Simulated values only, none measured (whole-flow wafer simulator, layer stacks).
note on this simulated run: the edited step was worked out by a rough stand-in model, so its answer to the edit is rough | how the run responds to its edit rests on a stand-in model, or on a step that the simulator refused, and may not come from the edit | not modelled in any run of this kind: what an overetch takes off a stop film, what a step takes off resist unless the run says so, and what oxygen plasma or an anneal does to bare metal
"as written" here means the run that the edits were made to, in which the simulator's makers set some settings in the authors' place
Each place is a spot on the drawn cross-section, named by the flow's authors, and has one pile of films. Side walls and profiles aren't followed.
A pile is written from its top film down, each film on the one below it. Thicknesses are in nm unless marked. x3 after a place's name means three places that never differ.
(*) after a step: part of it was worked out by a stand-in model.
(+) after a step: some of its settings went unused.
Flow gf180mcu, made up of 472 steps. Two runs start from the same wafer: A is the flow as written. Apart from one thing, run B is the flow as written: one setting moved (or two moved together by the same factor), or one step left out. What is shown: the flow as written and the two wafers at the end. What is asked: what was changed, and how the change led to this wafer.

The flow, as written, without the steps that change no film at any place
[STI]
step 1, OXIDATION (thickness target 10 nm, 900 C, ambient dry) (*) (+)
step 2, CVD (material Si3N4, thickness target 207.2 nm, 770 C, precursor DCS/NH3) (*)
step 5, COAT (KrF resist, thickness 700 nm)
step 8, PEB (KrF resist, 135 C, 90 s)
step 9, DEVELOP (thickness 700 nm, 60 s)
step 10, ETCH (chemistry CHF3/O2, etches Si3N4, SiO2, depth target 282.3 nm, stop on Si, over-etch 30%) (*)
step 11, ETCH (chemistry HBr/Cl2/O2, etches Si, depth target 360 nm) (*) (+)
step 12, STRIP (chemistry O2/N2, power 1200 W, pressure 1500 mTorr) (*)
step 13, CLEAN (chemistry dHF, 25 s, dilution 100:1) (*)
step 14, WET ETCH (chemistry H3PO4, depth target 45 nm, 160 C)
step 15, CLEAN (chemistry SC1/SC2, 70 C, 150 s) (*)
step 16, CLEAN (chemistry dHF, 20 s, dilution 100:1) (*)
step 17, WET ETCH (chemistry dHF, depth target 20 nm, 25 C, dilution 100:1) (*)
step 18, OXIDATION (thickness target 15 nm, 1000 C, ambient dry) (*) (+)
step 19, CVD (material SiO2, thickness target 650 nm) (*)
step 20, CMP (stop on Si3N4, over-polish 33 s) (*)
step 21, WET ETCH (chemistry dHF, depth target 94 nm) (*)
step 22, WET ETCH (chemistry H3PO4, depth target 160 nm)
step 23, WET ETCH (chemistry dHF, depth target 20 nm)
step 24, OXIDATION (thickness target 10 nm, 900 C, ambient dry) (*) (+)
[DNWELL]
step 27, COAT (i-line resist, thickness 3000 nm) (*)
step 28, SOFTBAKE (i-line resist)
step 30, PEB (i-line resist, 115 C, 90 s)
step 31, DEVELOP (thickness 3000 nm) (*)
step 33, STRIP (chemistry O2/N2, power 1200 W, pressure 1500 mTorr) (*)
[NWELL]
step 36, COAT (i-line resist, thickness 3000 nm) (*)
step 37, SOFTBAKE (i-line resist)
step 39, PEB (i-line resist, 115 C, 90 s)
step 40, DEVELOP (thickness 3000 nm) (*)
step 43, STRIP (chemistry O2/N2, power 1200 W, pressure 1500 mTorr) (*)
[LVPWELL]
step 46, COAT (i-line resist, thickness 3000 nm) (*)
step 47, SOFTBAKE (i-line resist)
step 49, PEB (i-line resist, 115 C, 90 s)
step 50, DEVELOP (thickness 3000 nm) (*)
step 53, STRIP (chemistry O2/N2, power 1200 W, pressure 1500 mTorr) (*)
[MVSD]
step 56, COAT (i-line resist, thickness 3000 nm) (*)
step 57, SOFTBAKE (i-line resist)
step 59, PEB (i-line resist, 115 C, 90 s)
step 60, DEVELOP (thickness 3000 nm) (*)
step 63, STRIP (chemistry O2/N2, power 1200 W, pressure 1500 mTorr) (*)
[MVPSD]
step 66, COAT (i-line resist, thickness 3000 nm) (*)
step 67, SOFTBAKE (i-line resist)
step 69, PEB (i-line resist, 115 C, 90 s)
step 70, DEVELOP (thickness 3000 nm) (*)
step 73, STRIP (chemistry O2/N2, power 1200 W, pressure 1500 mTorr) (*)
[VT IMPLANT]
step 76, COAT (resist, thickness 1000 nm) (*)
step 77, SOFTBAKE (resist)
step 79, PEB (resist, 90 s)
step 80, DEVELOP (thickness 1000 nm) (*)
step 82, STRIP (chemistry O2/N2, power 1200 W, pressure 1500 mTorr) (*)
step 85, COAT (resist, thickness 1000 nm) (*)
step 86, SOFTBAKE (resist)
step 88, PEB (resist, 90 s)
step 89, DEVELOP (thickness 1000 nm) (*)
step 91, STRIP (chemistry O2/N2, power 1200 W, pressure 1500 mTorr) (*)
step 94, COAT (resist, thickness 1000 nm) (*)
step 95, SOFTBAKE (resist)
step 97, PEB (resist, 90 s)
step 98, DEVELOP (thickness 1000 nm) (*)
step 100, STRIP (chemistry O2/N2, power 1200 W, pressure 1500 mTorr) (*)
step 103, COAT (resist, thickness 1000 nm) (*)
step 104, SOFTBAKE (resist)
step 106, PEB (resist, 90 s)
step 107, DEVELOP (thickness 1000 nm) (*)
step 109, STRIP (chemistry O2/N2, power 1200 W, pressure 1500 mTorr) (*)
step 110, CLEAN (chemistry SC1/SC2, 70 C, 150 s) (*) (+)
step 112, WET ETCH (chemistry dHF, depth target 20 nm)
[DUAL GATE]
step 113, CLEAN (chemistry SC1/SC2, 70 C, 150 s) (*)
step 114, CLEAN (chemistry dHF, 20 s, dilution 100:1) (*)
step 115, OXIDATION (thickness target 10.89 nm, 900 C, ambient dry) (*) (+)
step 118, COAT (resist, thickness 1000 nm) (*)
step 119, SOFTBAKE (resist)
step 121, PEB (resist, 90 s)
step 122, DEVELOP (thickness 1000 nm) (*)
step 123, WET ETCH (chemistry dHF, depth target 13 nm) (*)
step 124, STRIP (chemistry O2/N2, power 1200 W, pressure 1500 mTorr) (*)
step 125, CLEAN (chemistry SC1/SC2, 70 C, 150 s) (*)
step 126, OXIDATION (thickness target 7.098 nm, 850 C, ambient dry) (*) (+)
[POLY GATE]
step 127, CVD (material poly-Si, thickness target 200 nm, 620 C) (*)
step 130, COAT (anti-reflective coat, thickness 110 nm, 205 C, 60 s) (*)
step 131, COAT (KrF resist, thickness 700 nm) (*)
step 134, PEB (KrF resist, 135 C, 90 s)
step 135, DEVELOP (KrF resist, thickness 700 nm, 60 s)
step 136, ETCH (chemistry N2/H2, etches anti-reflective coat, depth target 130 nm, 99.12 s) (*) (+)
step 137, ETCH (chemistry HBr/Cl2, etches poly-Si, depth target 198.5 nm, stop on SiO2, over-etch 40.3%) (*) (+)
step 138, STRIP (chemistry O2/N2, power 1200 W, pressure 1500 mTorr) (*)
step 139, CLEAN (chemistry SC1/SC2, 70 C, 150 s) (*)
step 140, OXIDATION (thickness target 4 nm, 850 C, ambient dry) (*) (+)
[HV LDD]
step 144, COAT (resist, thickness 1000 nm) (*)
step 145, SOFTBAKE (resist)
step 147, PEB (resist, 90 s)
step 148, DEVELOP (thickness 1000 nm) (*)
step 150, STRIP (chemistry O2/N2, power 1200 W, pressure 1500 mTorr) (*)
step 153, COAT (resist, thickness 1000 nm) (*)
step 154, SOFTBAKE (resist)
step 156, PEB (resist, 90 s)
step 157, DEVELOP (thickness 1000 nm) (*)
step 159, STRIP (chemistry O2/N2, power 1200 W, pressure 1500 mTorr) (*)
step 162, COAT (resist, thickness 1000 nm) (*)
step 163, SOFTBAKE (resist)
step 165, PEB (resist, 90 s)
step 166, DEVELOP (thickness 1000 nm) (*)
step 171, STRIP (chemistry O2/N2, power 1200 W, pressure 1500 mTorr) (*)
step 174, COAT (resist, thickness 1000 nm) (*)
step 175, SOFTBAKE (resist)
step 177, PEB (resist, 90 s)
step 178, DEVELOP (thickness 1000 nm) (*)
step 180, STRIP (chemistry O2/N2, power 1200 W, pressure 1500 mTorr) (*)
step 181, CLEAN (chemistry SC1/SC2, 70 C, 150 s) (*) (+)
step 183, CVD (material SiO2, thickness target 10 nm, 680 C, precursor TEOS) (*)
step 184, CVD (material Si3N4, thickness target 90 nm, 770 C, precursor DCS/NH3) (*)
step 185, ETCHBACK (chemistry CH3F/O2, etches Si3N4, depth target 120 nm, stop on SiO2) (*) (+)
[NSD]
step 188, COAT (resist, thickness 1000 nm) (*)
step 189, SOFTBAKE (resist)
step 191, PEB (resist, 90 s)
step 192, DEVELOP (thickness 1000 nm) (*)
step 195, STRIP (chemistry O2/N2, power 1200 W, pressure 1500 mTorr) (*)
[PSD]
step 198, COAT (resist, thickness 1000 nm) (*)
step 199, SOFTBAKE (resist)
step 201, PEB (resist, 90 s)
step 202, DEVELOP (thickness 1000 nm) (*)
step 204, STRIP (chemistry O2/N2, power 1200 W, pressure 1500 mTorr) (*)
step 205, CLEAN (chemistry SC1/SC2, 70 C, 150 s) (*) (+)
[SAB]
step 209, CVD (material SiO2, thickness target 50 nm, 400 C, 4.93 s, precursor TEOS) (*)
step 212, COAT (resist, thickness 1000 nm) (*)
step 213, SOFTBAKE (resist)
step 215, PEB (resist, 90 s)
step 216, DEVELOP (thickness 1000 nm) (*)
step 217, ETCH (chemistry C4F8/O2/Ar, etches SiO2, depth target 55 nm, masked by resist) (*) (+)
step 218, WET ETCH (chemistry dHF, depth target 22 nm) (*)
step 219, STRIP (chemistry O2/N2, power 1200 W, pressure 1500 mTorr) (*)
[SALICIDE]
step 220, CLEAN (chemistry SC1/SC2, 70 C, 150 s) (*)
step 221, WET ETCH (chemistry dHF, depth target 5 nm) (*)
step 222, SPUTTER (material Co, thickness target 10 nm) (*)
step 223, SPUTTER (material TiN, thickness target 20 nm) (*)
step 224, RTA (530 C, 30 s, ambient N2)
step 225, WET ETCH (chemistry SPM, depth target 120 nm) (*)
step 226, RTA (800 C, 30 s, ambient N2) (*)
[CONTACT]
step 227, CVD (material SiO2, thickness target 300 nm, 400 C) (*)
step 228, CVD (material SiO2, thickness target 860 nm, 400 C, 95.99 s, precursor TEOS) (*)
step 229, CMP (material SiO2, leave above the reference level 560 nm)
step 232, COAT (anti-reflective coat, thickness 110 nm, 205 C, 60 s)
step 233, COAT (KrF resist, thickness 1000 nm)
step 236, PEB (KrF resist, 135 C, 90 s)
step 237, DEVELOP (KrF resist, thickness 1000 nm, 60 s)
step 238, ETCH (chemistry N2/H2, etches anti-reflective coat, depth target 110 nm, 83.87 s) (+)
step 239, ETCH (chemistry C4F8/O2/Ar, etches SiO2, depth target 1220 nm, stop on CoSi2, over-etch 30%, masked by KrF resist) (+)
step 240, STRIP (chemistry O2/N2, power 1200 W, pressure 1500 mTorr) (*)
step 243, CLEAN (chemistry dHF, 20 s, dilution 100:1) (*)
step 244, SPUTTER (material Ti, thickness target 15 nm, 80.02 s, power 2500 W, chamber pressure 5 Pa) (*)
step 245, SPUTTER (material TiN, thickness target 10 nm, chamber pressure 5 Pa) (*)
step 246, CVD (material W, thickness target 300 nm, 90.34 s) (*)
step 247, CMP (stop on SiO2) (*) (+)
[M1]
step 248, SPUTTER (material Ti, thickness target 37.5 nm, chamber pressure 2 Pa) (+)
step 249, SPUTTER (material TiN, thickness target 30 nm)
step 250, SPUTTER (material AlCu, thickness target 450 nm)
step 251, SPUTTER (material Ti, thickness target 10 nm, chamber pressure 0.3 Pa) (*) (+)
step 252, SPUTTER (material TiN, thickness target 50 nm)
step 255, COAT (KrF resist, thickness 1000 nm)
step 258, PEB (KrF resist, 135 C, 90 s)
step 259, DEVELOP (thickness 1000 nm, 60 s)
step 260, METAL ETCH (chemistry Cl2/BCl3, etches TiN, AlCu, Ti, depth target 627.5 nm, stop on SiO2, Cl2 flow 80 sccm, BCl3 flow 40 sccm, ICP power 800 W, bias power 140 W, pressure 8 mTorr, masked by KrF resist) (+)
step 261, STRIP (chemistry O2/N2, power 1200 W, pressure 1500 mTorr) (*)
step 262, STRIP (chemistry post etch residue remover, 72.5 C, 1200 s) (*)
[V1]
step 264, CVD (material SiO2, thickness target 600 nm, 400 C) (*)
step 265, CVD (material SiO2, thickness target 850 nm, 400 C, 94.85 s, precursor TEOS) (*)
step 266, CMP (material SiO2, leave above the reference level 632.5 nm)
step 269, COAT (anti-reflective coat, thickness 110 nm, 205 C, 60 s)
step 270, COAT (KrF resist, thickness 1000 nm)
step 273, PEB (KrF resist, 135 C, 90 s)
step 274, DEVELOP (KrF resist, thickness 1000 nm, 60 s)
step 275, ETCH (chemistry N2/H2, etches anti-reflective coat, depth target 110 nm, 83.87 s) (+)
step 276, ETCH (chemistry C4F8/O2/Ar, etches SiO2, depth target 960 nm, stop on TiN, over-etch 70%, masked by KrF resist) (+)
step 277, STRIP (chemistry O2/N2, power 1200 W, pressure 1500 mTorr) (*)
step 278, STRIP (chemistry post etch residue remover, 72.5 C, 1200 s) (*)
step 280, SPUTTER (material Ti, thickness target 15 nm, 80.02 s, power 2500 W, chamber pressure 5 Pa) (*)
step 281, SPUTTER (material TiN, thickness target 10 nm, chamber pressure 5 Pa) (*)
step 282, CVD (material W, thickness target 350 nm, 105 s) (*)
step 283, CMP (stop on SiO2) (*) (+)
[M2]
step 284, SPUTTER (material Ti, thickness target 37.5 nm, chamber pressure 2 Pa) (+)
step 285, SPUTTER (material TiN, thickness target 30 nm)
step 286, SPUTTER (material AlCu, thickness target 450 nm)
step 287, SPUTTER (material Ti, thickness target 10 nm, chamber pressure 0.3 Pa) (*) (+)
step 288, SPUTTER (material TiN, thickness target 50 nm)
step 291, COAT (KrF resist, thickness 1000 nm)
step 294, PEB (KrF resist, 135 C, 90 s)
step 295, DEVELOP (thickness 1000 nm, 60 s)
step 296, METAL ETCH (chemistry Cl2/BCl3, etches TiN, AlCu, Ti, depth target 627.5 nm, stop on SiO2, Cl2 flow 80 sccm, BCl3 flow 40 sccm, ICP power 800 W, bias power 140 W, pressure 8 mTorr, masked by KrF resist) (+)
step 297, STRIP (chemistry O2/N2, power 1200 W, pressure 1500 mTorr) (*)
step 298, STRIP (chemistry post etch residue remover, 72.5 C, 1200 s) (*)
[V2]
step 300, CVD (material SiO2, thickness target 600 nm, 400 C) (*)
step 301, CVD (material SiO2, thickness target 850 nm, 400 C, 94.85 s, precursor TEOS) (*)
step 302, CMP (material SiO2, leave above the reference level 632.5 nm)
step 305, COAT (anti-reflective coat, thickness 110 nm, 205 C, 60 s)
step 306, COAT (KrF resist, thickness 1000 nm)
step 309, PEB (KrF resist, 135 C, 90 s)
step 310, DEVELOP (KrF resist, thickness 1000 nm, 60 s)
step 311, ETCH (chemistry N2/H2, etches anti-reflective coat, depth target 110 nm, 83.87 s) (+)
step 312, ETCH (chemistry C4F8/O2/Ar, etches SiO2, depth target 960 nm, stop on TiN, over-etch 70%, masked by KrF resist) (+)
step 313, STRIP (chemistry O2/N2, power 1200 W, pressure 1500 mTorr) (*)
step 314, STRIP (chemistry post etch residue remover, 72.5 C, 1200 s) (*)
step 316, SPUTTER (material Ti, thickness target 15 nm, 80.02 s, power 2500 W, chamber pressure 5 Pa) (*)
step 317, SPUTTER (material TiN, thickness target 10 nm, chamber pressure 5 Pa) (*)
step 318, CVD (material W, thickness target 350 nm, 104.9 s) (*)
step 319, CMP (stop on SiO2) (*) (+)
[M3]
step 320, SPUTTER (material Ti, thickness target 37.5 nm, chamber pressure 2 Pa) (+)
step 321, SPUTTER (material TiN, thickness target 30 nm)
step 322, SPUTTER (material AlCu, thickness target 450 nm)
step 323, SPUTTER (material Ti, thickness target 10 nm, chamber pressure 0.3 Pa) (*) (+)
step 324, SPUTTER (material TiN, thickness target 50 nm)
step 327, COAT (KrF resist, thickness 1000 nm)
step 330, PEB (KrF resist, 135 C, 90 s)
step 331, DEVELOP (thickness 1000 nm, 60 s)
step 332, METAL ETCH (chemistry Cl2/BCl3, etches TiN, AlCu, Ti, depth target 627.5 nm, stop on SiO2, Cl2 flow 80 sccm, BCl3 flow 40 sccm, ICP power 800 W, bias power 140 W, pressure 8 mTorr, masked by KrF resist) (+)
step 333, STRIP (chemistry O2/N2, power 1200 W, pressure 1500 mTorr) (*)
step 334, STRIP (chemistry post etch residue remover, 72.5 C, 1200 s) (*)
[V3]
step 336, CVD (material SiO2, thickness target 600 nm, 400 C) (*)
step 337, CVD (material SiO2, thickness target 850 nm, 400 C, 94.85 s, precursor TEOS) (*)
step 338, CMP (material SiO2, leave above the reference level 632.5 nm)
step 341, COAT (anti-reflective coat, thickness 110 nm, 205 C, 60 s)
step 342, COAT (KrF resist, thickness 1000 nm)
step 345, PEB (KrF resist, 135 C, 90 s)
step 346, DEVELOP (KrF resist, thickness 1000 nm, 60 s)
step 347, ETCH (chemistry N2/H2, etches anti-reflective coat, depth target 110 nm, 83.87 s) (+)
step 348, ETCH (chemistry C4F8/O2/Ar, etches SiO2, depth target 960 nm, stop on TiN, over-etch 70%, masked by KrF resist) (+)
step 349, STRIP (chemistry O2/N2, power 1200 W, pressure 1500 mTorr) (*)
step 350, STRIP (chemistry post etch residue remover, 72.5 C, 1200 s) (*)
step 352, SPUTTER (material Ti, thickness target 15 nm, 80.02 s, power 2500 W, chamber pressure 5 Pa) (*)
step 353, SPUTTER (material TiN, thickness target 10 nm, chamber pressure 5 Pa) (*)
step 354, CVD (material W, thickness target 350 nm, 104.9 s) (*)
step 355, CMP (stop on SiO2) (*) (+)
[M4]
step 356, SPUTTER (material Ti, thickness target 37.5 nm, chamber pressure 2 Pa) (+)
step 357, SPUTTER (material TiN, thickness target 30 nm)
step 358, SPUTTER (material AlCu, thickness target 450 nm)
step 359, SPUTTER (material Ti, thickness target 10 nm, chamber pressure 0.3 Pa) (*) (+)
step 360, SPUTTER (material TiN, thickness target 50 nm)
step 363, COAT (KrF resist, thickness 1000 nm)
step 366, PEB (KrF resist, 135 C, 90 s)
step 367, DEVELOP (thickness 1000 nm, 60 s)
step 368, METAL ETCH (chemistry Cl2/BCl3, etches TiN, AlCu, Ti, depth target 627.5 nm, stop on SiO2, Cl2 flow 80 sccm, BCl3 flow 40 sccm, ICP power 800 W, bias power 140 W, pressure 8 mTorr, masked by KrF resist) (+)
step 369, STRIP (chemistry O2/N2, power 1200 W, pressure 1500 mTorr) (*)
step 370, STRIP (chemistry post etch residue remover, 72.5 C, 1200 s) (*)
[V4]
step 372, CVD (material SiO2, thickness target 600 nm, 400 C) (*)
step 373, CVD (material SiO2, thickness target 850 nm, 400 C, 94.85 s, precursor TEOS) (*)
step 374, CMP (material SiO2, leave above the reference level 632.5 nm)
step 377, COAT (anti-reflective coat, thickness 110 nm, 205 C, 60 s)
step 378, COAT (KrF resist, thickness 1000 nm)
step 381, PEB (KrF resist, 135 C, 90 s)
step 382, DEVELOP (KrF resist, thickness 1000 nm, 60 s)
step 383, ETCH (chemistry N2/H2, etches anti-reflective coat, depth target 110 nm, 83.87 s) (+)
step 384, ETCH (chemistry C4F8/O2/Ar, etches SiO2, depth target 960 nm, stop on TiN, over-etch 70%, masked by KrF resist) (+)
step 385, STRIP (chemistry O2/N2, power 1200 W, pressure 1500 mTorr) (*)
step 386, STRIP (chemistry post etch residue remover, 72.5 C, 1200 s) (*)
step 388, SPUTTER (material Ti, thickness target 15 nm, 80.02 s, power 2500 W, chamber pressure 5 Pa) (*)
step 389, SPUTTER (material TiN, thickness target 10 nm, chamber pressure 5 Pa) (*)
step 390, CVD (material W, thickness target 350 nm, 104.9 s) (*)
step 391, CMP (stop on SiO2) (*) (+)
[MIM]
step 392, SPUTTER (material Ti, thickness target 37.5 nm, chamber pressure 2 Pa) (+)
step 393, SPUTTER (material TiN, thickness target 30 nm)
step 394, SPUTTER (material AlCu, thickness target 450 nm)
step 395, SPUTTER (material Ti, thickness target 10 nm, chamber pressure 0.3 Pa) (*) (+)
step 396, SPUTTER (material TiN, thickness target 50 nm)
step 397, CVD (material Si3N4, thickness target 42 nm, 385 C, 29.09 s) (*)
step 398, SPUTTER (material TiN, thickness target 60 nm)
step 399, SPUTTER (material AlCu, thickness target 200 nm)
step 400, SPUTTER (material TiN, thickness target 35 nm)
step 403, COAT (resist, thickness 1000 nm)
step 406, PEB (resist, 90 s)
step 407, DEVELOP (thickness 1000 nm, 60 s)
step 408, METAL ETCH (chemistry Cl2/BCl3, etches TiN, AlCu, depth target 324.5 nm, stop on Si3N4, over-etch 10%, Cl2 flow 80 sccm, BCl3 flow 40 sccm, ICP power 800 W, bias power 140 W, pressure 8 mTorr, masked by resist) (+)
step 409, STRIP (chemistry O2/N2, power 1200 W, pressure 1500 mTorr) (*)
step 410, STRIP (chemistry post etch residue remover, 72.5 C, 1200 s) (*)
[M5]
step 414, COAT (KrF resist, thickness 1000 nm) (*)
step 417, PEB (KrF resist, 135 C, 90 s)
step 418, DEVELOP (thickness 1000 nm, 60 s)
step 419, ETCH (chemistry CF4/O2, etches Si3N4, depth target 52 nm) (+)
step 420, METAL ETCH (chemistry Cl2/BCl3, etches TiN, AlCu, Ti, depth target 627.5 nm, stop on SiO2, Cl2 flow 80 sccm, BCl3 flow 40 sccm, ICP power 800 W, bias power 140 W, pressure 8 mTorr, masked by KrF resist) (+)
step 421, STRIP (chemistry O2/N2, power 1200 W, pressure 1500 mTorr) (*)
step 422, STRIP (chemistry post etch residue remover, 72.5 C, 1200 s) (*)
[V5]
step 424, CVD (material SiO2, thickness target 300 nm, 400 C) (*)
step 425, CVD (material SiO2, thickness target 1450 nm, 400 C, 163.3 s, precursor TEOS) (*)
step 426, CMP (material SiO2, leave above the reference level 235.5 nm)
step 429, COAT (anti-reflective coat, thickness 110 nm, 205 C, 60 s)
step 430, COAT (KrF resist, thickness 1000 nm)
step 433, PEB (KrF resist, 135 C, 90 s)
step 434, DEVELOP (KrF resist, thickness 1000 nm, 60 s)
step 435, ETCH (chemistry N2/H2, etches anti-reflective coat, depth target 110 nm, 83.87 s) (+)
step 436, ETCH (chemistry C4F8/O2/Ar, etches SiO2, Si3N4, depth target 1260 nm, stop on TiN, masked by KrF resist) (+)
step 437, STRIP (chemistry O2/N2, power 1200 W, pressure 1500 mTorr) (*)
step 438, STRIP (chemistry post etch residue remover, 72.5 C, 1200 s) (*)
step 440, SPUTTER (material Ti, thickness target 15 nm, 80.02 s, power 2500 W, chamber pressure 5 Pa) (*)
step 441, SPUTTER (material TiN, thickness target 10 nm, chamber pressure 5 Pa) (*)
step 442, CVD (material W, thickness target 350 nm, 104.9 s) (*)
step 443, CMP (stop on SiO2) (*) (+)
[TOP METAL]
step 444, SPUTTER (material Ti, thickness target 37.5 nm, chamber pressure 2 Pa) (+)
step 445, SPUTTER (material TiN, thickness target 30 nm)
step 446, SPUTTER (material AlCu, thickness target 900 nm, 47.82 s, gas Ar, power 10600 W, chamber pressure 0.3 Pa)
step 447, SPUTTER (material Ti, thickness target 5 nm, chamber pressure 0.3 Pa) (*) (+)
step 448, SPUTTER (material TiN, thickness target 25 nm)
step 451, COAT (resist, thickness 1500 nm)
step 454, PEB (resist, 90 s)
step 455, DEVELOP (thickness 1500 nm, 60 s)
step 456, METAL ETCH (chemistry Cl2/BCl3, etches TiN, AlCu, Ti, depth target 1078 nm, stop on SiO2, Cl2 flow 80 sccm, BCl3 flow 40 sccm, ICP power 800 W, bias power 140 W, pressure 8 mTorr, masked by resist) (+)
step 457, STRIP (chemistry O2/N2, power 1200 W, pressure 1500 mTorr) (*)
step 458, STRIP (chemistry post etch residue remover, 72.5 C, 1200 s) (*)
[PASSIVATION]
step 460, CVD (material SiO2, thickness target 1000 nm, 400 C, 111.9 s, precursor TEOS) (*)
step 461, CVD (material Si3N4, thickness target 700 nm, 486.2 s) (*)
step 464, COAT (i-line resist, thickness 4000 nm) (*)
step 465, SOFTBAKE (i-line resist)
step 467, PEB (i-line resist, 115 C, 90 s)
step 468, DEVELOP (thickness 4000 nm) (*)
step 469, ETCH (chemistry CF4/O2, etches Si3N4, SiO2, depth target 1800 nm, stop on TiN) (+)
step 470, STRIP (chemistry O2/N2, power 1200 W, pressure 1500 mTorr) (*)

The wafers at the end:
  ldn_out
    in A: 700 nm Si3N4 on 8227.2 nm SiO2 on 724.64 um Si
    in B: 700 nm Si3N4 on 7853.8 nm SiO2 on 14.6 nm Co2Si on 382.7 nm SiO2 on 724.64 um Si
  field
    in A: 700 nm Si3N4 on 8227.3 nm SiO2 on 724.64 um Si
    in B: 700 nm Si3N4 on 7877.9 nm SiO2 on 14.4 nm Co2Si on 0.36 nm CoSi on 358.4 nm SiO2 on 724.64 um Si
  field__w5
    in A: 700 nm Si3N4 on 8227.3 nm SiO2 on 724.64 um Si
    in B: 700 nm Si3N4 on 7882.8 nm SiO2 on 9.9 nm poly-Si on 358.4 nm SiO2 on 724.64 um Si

What caused this: step 137, ETCH: depth target 133 nm was run, while the flow as written has depth target 198.5 nm.

Step by step, how the change led to this:
  step 137, ETCH (chemistry HBr/Cl2, etches poly-Si, depth target 198.5 nm, stop on SiO2, over-etch 40.3%) (*) (+)
      field, field__w3, field__w12 and 10 more: A -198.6 poly-Si (all of it), -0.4 SiO2 | B -186.6 poly-Si
      active, n_well, sd_p and 9 more: A -198.7 poly-Si (all of it), -0.4 SiO2 | B -186.6 poly-Si
      (and at 67 other places as well)
  step 138, STRIP (chemistry O2/N2, power 1200 W, pressure 1500 mTorr) (*)
      field, field__w1, field__w2 and 61 more: A nothing | B +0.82 chemical SiO2 (new film), -0.36 poly-Si
      gate: A +0.62 chemical SiO2 (new film), -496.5 KrF resist (all of it), -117 anti-reflective coat (all of it), -0.27 poly-Si | B +0.63 chemical SiO2 (new film), -527.1 KrF resist (all of it), -117 anti-reflective coat (all of it), -0.28 poly-Si
      (and at 27 other places as well)
  step 139, CLEAN (chemistry SC1/SC2, 70 C, 150 s) (*)
      field, field__w1, field__w2 and 34 more: A -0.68 SiO2 | B -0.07 chemical SiO2, -0.27 poly-Si
  step 140, OXIDATION (thickness target 4 nm, 850 C, ambient dry) (*) (+)
      field, field__w1, field__w2 and 21 more: A +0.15 SiO2, -0.07 Si | B +4 SiO2 (new film), -0.76 chemical SiO2 (all of it), -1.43 poly-Si
      active_hv, active_nat, ld_sd_n and 11 more: A +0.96 SiO2, -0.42 Si | B +4 SiO2 (new film), -0.76 chemical SiO2 (all of it), -1.43 poly-Si
      (and at 26 other places as well)
  step 145, SOFTBAKE (resist)
      field: A nothing | B +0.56 resist
      nw_enc_fld_lv__w3: A +0.39 resist | B -0.26 resist
  step 154, SOFTBAKE (resist)
      field: A nothing | B +0.56 resist
      nw_enc_fld_lv__w3: A +0.39 resist | B -0.26 resist
  step 163, SOFTBAKE (resist)
      field: A nothing | B +0.56 resist
      nw_enc_fld_lv__w3: A +0.39 resist | B -0.26 resist
  step 175, SOFTBAKE (resist)
      field: A nothing | B +0.56 resist
      nw_enc_fld_lv__w3: A +0.39 resist | B -0.26 resist
  step 189, SOFTBAKE (resist)
      active_hv: A +0.78 resist | B +0.18 resist
  step 199, SOFTBAKE (resist)
      active_hv: A +0.78 resist | B +0.18 resist
  step 218, WET ETCH (chemistry dHF, depth target 22 nm) (*)
      field__w7, field__w8, field__w11 and 14 more: A -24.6 SiO2 | B -5.48 SiO2 (all of it)
      field, field__w10, sti and 13 more: A -24.5 SiO2 | B -5.48 SiO2 (all of it)
      (and at 40 other places as well)
  step 219, STRIP (chemistry O2/N2, power 1200 W, pressure 1500 mTorr) (*)
      field, field__w1, field__w2 and 47 more: A nothing | B +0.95 chemical SiO2 (new film), -0.42 poly-Si
  step 220, CLEAN (chemistry SC1/SC2, 70 C, 150 s) (*)
      field, field__w1, field__w2 and 47 more: A -0.68 SiO2 | B -0.19 chemical SiO2, -0.21 poly-Si
  step 221, WET ETCH (chemistry dHF, depth target 5 nm) (*)
      field, field__w1, field__w2 and 23 more: A -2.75 SiO2 | B -0.76 chemical SiO2 (all of it)
      field__w6, field__w11, field__w12 and 17 more: A -2.76 SiO2 | B -0.76 chemical SiO2 (all of it)
      (and at 4 other places as well)
  step 222, SPUTTER (material Co, thickness target 10 nm) (*)
      field__w12: A +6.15 Co (new film) | B +6.69 Co (new film)
  step 223, SPUTTER (material TiN, thickness target 20 nm) (*)
      field__w2: A +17 TiN (new film) | B +17.8 TiN (new film)
      field__w3: A +15.7 TiN (new film) | B +16.6 TiN (new film)
      (and at 5 other places as well)
  ... another 7 steps ...
  step 246, CVD (material W, thickness target 300 nm, 90.34 s) (*)
      polyc_n, polyc_p: A +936 W (new film) | B +959.9 W (new film)
Taking metal films that touch as one body, field has 1 body; the flow as written gives 0 bodies.
